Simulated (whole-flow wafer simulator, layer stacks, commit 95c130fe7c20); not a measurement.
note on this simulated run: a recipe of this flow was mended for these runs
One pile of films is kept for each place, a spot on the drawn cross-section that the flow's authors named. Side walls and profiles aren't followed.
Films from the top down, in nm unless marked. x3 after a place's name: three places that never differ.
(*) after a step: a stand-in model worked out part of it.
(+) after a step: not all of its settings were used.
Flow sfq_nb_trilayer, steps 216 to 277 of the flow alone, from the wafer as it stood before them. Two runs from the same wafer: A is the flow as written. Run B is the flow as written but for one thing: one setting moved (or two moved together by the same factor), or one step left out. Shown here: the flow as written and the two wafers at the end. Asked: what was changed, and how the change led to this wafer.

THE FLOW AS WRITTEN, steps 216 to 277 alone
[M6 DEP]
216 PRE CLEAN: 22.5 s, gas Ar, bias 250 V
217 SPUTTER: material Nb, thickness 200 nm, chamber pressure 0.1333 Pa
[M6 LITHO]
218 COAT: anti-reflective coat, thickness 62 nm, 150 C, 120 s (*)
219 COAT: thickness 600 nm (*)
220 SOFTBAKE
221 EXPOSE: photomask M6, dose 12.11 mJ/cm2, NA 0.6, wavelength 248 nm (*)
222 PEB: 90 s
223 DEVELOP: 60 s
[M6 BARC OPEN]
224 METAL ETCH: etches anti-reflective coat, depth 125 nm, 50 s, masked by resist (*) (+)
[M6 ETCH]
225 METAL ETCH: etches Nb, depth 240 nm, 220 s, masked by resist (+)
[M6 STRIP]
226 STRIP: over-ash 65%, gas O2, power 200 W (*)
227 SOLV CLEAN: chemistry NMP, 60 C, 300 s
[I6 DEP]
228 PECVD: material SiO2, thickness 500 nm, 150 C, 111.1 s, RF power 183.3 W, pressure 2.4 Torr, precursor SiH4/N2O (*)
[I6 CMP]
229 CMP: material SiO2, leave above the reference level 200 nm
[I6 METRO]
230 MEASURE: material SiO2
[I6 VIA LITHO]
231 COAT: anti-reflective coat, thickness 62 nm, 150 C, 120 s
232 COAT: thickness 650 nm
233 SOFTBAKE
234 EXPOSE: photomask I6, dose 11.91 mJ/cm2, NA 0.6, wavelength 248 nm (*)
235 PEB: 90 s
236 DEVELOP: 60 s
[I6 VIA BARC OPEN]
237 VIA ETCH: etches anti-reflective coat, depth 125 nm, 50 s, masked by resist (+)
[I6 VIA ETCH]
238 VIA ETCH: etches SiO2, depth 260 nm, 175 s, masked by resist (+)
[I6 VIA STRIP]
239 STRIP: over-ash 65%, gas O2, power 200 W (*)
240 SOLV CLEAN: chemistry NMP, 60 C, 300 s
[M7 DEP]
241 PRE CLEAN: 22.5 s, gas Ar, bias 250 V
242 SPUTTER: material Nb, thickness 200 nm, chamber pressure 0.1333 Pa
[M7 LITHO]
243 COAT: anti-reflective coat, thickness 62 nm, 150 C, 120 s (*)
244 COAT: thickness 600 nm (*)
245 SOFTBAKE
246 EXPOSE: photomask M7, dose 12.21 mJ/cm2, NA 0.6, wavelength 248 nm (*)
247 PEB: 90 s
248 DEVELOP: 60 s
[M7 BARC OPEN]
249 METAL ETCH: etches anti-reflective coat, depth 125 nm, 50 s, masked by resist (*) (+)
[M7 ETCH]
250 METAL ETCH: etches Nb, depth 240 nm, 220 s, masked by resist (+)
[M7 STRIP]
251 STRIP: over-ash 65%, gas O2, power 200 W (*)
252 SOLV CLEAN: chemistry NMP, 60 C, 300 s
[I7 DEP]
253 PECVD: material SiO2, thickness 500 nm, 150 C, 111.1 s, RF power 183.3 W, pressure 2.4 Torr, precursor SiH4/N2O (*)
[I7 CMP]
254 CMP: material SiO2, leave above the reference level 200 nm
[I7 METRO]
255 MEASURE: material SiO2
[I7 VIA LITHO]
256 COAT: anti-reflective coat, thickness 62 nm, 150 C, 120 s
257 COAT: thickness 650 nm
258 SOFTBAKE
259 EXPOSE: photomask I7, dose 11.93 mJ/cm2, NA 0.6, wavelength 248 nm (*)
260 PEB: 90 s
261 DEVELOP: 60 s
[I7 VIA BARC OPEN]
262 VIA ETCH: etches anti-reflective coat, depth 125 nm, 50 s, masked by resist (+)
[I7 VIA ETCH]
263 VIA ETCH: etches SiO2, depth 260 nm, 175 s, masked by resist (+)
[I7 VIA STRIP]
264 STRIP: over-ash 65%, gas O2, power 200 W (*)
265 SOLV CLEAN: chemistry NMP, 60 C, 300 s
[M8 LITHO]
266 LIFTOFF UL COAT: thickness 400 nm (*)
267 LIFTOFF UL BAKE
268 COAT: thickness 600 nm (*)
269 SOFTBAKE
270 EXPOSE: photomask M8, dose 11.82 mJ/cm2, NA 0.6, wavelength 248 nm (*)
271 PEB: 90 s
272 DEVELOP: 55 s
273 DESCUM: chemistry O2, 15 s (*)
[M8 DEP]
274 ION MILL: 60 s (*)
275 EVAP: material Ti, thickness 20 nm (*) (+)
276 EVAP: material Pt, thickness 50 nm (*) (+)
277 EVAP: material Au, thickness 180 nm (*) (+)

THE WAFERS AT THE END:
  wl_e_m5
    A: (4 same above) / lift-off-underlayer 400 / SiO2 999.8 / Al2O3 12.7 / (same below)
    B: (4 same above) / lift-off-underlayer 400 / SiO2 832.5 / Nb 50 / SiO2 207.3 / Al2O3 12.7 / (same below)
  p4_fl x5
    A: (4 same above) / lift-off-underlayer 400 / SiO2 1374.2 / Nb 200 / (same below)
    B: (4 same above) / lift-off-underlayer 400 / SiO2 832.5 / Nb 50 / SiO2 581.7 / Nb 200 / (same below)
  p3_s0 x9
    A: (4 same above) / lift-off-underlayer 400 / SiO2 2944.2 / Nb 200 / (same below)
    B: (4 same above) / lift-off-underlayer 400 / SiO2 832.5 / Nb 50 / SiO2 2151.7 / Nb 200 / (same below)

The cause: step 217, SPUTTER: thickness 290 nm was run, where the flow has thickness 200 nm.

How the change led to this, step by step:
  217 SPUTTER: material Nb, thickness 200 nm, chamber pressure 0.1333 Pa
      field_l, v_sur, via_wl and 100 more: A Nb +200 (new film) | B Nb +290 (new film)
      be: A Nb +145.8 | B Nb +209.8
      (and at 2 more places)
  218 COAT: anti-reflective coat, thickness 62 nm, 150 C, 120 s (*)
      wire: A anti-reflective coat +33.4 (new film) | B anti-reflective coat +35.3 (new film)
      be: A anti-reflective coat +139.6 (new film) | B anti-reflective coat +148.2 (new film)
      (and at 3 more places)
  225 METAL ETCH: etches Nb, depth 240 nm, 220 s, masked by resist (+)
      field_l, gap, moat and 76 more: A Nb -200 (all of it), SiO2 -4 | B Nb -240
  226 STRIP: over-ash 65%, gas O2, power 200 W (*)
      wire: A KrF-resist-other-grade -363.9 (all of it), anti-reflective coat -33.4 (all of it) | B KrF-resist-other-grade -361.1 (all of it), anti-reflective coat -35.3 (all of it)
      be: A KrF-resist-other-grade -559.4 (all of it), anti-reflective coat -139.6 (all of it) | B KrF-resist-other-grade -574.7 (all of it), anti-reflective coat -148.2 (all of it)
      (and at 3 more places)
  228 PECVD: material SiO2, thickness 500 nm, 150 C, 111.1 s, RF power 183.3 W, pressure 2.4 Torr, precursor SiH4/N2O (*)
      field_l, p4_fl x5, p4_w1 x9 and 50 more: A SiO2 +500 | B SiO2 +500 (new film)
      moat, field_r, lsp_l, ln_m5, lsp_m: A SiO2 +493.5 | B SiO2 +492.3 (new film)
      (and at 10 more places)
  229 CMP: material SiO2, leave above the reference level 200 nm
      field_l, p4_fl x5, p4_w1 x9 and 47 more: A SiO2 -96 | B SiO2 -60
      moat, field_r, lsp_l, ln_m5, lsp_m: A SiO2 -89.5 | B SiO2 -52.3
      (and at 9 more places)
Counting metal films that touch as one body, wl_e_m5 has 8 bodies (between them, from the top down: KrF-resist-other-grade 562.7 / lift-off-underlayer 400 / SiO2 832.5; SiO2 207.3 / Al2O3 12.7 / Nb2O5 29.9; SiO2 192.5; SiO2 192.5; SiO2 192.5; SiO2 192.5; SiO2 192.5); the flow as written gives 7 bodies (between them, from the top down: KrF-resist-other-grade 562.7 / lift-off-underlayer 400 / SiO2 999.8 / Al2O3 12.7 / Nb2O5 29.9; SiO2 192.5; SiO2 192.5; SiO2 192.5; SiO2 192.5; SiO2 192.5).
Counting metal films that touch as one body, p4_fl x5 has 4 bodies (between them, from the top down: KrF-resist-other-grade 562.7 / lift-off-underlayer 400 / SiO2 832.5; SiO2 581.7; SiO2 1370); the flow as written gives 3 bodies (between them, from the top down: KrF-resist-other-grade 562.7 / lift-off-underlayer 400 / SiO2 1374.2; SiO2 1370).
Counting metal films that touch as one body, p3_s0 x9 has 3 bodies (between them, from the top down: KrF-resist-other-grade 562.7 / lift-off-underlayer 400 / SiO2 832.5; SiO2 2151.7); the flow as written gives 2 bodies (between them, from the top down: KrF-resist-other-grade 562.7 / lift-off-underlayer 400 / SiO2 2944.2).
